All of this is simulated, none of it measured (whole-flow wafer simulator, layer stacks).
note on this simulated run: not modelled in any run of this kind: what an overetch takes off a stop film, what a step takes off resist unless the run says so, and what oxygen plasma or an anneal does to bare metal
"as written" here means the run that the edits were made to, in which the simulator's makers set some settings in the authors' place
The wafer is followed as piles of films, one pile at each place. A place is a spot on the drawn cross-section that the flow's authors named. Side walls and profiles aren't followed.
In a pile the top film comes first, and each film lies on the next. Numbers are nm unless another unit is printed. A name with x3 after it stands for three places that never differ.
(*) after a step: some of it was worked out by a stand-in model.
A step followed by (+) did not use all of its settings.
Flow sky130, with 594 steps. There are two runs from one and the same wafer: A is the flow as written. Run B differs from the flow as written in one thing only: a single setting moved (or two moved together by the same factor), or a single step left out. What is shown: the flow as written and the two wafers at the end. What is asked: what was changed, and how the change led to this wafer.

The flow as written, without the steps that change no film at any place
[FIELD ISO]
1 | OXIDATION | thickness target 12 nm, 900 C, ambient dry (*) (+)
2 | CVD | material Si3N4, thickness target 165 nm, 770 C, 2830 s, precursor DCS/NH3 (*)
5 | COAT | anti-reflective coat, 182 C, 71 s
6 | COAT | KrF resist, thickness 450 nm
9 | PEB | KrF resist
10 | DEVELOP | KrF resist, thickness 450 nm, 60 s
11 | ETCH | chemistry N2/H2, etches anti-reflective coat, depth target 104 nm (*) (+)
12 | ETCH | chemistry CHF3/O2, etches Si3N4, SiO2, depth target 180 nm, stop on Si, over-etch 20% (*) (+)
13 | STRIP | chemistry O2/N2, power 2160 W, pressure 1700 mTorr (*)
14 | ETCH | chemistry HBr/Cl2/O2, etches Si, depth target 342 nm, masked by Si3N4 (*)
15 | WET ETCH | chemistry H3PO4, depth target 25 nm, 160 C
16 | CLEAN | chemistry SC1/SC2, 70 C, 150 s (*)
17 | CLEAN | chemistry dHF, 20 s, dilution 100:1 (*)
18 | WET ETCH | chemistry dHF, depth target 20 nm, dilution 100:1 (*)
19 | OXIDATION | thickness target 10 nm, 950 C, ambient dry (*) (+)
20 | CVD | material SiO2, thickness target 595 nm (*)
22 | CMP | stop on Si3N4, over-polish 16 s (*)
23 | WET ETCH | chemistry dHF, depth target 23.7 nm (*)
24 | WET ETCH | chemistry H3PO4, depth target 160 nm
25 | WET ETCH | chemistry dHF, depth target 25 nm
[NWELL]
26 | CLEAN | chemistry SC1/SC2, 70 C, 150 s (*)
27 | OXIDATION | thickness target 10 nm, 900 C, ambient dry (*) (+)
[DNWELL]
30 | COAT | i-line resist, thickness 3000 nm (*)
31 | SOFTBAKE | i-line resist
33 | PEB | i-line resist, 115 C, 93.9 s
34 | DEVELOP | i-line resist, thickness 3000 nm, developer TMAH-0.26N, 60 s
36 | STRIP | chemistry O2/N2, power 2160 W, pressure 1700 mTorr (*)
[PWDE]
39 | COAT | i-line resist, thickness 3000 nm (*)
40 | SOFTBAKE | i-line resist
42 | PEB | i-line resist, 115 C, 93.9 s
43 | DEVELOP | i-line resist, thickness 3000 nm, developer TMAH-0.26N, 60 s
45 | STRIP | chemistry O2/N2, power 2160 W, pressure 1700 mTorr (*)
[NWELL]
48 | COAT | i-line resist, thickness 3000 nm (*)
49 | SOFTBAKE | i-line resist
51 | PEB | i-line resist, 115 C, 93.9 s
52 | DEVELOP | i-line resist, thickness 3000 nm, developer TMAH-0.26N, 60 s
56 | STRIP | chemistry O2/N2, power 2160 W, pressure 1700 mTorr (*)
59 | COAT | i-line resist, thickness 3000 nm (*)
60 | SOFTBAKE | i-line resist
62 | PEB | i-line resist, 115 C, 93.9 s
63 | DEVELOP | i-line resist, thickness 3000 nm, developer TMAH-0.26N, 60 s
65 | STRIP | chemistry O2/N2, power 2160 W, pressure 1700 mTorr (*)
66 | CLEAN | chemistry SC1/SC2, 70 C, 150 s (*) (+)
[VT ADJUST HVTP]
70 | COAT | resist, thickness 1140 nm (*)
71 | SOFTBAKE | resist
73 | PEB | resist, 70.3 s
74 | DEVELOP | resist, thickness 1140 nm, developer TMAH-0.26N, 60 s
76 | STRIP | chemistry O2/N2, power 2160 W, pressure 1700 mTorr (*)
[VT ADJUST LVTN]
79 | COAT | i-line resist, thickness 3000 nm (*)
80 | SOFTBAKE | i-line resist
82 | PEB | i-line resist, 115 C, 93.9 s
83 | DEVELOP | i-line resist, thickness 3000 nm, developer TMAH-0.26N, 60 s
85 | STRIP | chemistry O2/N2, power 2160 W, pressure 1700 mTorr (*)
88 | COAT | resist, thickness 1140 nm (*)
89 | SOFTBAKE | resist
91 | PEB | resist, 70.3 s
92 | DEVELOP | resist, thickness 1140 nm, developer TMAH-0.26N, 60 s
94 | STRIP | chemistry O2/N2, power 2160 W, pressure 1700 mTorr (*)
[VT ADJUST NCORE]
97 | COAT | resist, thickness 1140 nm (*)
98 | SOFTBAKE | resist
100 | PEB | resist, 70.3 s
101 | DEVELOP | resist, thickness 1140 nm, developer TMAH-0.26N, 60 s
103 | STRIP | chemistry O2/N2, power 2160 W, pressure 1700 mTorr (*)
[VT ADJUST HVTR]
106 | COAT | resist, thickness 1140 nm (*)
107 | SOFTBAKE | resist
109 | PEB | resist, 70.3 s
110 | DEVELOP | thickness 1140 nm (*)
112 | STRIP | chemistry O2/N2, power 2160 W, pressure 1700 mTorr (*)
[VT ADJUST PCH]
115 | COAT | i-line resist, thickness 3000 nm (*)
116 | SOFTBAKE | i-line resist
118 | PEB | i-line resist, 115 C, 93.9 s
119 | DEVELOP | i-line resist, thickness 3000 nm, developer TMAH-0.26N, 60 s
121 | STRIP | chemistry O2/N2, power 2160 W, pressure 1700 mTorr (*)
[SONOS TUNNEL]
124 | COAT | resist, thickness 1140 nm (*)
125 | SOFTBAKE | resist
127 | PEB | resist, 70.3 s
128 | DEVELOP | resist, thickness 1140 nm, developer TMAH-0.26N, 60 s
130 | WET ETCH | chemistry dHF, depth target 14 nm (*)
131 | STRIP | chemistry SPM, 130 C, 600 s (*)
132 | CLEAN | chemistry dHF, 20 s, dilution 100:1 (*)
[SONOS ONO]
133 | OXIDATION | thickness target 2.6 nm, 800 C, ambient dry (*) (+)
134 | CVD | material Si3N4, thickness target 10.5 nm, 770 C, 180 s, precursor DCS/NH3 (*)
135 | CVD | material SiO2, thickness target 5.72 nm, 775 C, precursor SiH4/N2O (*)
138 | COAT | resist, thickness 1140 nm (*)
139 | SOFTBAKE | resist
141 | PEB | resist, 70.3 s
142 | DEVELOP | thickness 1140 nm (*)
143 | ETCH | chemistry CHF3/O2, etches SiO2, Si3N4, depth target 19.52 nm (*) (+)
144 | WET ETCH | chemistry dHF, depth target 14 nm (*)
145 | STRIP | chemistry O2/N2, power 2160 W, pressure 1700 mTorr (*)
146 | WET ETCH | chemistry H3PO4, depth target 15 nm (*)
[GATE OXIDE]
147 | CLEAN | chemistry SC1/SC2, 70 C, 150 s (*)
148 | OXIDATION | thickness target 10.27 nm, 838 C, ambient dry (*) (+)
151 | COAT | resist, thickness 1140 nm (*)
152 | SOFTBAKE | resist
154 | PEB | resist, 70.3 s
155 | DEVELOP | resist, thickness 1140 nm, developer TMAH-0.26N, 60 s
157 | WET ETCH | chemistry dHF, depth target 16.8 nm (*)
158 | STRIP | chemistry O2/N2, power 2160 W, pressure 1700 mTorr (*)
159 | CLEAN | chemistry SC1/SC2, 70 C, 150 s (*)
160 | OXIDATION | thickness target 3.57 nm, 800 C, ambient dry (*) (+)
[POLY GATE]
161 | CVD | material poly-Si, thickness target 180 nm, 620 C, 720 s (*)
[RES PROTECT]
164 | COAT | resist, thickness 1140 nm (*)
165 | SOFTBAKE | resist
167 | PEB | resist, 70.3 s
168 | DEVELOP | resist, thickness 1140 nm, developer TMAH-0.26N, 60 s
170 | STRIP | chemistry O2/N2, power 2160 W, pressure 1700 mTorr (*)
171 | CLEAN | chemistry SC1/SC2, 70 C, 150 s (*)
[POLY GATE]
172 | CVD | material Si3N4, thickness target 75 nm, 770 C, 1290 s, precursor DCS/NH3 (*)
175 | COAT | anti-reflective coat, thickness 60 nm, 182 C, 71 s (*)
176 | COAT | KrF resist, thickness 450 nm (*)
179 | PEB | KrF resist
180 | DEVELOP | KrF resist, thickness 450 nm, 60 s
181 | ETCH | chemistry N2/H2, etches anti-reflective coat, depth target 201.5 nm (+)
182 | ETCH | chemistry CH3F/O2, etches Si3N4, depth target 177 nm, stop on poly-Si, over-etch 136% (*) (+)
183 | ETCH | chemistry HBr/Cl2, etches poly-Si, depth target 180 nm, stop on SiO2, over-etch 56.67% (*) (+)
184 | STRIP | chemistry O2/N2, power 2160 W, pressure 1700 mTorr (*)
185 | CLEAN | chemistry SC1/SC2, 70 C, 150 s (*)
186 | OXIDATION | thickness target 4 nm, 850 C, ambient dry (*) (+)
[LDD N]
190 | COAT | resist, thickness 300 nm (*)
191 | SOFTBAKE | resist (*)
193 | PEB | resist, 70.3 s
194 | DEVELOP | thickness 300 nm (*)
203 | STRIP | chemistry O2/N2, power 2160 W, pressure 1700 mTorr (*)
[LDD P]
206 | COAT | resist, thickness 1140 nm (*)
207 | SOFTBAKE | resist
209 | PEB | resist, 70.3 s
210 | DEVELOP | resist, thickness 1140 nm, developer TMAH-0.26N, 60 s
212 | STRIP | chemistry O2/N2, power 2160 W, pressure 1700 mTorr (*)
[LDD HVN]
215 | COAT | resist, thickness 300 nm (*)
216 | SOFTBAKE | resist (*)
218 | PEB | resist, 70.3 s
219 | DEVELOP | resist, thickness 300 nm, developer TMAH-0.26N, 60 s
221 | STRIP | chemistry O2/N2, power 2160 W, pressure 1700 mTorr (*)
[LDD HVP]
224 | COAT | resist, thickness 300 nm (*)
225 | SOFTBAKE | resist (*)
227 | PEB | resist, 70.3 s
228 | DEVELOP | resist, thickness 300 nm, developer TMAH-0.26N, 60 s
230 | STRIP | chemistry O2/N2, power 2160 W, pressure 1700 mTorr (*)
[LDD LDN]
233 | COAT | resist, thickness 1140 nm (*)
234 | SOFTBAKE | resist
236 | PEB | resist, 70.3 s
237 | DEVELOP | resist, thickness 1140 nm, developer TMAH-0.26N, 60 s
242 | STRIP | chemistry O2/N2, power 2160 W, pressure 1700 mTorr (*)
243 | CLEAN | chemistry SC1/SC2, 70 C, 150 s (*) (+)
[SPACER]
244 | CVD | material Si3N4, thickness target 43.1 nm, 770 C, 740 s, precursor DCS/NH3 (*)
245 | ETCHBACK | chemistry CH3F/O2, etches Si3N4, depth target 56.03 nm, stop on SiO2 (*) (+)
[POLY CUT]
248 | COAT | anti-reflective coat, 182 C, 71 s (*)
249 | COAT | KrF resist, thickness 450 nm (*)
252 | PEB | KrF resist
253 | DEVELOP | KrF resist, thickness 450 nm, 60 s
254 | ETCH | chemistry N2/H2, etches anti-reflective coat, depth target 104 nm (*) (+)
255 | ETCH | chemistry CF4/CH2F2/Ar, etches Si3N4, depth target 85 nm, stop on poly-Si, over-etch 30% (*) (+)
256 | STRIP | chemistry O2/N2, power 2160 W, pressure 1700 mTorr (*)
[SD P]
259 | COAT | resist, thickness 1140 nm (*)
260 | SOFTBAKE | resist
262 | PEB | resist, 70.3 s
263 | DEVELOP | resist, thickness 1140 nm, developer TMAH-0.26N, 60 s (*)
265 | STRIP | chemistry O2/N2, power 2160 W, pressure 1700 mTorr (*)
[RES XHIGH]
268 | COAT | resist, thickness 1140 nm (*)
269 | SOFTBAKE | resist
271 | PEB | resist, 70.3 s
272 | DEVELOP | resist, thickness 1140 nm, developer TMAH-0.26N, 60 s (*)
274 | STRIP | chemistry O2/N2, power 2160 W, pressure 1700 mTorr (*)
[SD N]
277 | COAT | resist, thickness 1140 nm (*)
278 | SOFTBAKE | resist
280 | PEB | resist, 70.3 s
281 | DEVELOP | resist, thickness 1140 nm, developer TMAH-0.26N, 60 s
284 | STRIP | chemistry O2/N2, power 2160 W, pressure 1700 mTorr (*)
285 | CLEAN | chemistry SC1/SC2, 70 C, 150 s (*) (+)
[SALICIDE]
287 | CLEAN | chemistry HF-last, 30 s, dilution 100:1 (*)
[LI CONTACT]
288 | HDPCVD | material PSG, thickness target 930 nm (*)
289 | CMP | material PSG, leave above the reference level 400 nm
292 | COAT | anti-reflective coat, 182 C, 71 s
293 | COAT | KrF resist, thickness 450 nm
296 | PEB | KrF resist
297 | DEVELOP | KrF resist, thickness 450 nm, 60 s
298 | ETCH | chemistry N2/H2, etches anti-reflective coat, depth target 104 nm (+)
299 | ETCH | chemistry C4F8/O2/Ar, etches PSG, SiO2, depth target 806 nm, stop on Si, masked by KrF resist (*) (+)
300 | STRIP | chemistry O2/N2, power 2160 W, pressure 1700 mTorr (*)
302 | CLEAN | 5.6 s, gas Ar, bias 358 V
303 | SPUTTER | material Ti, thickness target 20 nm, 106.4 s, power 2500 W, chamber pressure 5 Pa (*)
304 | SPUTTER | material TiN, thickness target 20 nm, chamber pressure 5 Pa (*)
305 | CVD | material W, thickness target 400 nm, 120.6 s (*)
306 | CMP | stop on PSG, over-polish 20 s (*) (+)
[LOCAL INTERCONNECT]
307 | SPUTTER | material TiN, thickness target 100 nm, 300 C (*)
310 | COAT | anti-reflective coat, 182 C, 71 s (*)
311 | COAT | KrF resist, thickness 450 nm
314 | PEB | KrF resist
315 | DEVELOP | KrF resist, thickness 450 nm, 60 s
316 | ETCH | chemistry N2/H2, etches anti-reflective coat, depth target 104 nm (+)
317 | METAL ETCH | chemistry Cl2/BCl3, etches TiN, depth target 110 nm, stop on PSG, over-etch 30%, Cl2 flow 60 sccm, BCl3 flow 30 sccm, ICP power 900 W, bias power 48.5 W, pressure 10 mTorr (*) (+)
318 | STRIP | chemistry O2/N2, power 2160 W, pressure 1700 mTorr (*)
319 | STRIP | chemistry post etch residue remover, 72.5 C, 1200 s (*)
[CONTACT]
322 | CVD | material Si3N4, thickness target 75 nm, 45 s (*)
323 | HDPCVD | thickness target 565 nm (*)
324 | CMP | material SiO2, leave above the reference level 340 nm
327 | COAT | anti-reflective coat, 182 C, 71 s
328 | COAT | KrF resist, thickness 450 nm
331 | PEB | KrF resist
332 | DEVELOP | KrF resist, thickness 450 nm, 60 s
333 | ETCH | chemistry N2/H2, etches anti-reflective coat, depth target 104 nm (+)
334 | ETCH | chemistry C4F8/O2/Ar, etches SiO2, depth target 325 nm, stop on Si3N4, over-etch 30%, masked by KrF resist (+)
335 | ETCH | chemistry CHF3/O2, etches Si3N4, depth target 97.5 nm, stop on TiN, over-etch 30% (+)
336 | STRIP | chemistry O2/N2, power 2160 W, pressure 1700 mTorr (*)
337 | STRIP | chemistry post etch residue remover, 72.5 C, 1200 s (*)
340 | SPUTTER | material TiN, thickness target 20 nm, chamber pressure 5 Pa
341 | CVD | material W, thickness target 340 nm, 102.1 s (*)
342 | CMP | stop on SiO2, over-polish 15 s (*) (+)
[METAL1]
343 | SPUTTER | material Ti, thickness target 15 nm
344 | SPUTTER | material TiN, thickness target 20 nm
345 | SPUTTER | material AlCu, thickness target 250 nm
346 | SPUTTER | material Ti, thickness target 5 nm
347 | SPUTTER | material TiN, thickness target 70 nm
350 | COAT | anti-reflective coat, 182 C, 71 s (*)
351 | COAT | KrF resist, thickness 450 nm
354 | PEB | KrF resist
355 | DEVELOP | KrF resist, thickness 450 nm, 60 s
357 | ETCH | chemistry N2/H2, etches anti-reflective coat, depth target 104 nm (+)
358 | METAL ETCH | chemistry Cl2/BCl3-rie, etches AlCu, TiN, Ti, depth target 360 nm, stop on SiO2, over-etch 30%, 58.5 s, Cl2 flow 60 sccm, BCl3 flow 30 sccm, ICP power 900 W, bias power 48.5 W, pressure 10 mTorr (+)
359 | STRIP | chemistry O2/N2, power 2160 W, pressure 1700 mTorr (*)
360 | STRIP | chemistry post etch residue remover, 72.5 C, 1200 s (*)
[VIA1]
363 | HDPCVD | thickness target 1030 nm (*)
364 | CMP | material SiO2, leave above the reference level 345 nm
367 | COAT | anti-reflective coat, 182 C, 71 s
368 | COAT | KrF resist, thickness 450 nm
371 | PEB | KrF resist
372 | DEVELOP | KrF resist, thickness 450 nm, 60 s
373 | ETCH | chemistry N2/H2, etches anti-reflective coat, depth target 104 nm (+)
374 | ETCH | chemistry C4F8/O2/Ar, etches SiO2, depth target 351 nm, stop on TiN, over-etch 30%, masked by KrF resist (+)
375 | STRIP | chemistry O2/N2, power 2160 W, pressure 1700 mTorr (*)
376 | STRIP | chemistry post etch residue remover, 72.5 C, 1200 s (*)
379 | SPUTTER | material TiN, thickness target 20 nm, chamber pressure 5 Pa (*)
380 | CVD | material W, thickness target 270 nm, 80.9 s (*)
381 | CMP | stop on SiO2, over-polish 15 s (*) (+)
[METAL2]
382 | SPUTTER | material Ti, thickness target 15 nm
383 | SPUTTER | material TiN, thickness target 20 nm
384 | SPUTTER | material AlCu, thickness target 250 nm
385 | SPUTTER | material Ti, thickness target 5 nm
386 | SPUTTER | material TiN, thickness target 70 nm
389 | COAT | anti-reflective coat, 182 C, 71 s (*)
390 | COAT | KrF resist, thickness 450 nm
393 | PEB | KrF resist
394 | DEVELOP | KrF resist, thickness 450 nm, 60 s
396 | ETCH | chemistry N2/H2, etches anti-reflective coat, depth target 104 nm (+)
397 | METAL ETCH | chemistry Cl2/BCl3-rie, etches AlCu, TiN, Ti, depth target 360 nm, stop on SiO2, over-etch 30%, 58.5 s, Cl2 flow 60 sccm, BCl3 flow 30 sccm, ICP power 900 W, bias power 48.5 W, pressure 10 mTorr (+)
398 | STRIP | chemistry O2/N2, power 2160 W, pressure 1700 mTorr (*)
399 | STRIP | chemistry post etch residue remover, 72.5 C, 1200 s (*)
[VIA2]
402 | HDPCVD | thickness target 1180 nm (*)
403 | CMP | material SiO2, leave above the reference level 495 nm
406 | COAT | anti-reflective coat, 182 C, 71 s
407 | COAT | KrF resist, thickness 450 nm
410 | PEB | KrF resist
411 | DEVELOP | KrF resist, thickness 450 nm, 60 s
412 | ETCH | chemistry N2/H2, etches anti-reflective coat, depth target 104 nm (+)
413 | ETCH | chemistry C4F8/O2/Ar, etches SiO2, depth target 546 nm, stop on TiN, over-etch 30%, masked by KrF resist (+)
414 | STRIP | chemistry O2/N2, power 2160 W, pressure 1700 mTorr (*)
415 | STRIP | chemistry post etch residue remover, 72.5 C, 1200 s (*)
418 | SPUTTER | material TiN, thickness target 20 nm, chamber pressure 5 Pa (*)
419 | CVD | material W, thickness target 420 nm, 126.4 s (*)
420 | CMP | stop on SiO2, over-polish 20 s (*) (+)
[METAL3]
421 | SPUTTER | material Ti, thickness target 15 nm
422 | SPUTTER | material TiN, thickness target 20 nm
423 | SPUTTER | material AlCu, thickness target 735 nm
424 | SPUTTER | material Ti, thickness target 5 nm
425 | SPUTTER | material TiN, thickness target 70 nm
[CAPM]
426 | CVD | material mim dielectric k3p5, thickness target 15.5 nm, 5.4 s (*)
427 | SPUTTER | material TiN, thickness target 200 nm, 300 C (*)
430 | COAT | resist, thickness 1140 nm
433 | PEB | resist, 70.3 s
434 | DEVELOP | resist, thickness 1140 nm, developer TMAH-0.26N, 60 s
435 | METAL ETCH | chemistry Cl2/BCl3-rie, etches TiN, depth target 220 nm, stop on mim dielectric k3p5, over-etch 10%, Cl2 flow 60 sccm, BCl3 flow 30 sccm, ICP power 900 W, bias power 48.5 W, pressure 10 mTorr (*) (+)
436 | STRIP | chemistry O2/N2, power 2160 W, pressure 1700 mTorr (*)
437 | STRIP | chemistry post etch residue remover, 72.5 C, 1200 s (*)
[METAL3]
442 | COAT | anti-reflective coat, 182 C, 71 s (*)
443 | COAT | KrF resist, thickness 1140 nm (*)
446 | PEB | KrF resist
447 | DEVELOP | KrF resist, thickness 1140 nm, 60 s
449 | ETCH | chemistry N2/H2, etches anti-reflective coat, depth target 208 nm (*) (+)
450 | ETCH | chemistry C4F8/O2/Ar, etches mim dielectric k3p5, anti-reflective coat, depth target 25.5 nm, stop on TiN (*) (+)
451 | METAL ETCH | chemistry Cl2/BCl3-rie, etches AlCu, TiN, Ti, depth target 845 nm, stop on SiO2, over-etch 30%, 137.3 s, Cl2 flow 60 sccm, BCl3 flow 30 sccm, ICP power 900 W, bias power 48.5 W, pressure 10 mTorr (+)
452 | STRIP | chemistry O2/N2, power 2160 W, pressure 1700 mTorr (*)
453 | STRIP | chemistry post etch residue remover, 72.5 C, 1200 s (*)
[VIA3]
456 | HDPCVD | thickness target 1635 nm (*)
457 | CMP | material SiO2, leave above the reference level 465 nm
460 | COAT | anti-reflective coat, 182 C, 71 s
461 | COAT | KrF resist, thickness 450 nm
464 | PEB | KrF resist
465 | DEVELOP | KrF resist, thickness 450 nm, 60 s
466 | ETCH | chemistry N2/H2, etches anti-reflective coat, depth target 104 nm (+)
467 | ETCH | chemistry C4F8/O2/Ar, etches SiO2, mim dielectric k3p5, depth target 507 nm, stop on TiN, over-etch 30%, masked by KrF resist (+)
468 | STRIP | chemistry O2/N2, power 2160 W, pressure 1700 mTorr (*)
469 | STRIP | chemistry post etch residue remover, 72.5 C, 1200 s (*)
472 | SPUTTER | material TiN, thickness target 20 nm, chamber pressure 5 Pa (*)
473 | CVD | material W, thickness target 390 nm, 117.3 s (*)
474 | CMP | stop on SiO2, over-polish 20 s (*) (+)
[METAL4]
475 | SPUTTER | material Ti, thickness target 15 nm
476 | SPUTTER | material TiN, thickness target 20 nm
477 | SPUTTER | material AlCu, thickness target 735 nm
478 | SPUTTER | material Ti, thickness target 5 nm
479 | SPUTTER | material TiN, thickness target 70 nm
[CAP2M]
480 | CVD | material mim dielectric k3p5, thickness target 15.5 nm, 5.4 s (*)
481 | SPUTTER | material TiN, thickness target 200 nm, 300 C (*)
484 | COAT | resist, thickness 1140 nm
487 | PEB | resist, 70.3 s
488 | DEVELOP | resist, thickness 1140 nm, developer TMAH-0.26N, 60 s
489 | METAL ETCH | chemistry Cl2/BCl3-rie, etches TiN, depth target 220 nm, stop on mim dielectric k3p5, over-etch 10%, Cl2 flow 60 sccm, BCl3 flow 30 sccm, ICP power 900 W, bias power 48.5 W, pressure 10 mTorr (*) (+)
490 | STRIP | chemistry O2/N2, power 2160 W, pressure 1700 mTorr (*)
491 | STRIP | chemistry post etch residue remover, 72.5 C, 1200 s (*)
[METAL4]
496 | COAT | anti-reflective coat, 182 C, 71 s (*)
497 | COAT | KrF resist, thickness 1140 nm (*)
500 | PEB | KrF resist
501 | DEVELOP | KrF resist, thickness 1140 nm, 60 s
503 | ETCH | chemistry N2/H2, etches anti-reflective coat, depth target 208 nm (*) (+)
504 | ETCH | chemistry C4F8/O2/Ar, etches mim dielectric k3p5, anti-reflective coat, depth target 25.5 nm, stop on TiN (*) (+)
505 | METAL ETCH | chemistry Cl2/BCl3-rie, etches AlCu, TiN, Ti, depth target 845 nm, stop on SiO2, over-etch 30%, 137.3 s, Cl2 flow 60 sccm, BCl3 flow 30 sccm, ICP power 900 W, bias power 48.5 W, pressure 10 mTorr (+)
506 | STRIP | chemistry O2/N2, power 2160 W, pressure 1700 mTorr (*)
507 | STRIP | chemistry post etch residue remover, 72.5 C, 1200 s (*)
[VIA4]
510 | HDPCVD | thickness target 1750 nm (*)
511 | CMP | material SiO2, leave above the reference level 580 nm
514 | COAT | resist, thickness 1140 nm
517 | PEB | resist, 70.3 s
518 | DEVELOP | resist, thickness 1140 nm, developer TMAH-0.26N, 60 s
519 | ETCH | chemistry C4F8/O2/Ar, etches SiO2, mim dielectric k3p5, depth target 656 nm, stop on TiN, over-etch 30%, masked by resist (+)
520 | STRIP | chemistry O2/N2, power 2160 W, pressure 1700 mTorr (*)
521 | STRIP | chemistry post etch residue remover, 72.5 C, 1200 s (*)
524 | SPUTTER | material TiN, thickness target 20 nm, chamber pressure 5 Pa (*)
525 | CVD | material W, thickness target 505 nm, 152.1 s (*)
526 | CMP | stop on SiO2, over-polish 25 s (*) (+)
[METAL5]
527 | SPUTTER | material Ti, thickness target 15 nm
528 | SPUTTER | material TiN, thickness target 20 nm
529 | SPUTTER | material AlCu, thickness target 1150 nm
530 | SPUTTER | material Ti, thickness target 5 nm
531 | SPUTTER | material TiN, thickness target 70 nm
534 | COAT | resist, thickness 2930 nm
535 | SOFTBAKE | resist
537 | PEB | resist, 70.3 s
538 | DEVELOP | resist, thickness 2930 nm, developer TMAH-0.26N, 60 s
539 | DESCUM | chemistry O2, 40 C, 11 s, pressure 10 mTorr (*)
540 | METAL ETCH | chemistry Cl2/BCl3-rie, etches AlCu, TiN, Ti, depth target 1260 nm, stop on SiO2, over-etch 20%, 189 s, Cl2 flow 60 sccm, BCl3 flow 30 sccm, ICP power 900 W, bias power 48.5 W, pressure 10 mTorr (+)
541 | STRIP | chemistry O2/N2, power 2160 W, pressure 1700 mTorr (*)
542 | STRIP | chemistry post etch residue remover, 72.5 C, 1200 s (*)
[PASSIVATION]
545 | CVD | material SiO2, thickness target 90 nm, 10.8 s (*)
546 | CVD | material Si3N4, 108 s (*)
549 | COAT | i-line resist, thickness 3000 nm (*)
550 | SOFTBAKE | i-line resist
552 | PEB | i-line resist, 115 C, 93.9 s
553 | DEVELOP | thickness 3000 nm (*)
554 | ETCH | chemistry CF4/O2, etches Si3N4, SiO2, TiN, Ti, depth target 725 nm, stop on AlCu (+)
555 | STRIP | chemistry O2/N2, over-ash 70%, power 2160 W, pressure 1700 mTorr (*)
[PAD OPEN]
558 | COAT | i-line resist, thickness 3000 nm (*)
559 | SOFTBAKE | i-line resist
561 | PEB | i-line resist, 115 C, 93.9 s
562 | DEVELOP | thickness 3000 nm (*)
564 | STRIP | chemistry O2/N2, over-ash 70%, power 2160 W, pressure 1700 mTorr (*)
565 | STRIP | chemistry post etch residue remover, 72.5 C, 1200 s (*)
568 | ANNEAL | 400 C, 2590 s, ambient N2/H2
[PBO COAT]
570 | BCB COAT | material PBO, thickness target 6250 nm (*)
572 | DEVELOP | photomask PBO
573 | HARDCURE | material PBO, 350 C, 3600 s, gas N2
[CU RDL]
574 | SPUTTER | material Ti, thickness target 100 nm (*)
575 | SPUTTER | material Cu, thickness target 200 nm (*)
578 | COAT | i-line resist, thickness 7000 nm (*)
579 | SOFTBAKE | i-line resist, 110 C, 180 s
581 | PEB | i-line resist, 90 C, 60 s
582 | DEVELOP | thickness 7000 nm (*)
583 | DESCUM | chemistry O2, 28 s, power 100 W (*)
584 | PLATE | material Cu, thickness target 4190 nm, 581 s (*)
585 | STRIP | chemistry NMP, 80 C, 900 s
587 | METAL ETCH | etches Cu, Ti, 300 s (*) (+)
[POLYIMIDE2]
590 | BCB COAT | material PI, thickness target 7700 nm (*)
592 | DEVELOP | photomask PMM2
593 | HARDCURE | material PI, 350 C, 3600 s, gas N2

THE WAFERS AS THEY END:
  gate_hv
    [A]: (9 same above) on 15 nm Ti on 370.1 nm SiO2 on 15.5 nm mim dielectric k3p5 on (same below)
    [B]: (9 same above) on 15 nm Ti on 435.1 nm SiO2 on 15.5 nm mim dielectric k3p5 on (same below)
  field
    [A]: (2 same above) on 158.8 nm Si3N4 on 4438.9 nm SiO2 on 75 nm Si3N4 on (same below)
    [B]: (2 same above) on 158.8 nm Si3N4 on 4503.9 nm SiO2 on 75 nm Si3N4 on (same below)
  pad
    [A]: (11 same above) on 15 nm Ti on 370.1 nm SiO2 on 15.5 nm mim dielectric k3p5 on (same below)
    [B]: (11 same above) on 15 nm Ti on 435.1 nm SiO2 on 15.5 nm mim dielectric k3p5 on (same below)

Cause: step 457, CMP: leave above the reference level 530 nm was run, whereas the flow has leave above the reference level 465 nm.

How this came from the change, step by step:
  457 | CMP | material SiO2, leave above the reference level 465 nm
      n_well, p_well, gate_hv and 99 more: A SiO2 loses 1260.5 | B SiO2 loses 1195.5
      field, active, gate and 82 more: A SiO2 loses 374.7 | B SiO2 loses 309.7
      (also at 5 further places)
  467 | ETCH | chemistry C4F8/O2/Ar, etches SiO2, mim dielectric k3p5, depth target 507 nm, stop on TiN, over-etch 30%, masked by KrF resist (+)
      m1: A SiO2 loses 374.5 (all of it), mim dielectric k3p5 loses 15.5 (all of it) | B SiO2 loses 439.5 (all of it), mim dielectric k3p5 loses 15.5 (all of it)
      via3_hole: A SiO2 loses 373.9 (all of it), mim dielectric k3p5 loses 15.5 (all of it) | B SiO2 loses 438.9 (all of it), mim dielectric k3p5 loses 15.5 (all of it)
  472 | SPUTTER | material TiN, thickness target 20 nm, chamber pressure 5 Pa (*)
      m1: A TiN gains 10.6 | B TiN gains 9.73
      via3_hole: A TiN gains 10.6 | B TiN gains 9.72
  473 | CVD | material W, thickness target 390 nm, 117.3 s (*)
      m1: A W gains 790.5 (new film) | B W gains 856.3 (new film)
      via3_hole: A W gains 789.9 (new film) | B W gains 855.7 (new film)
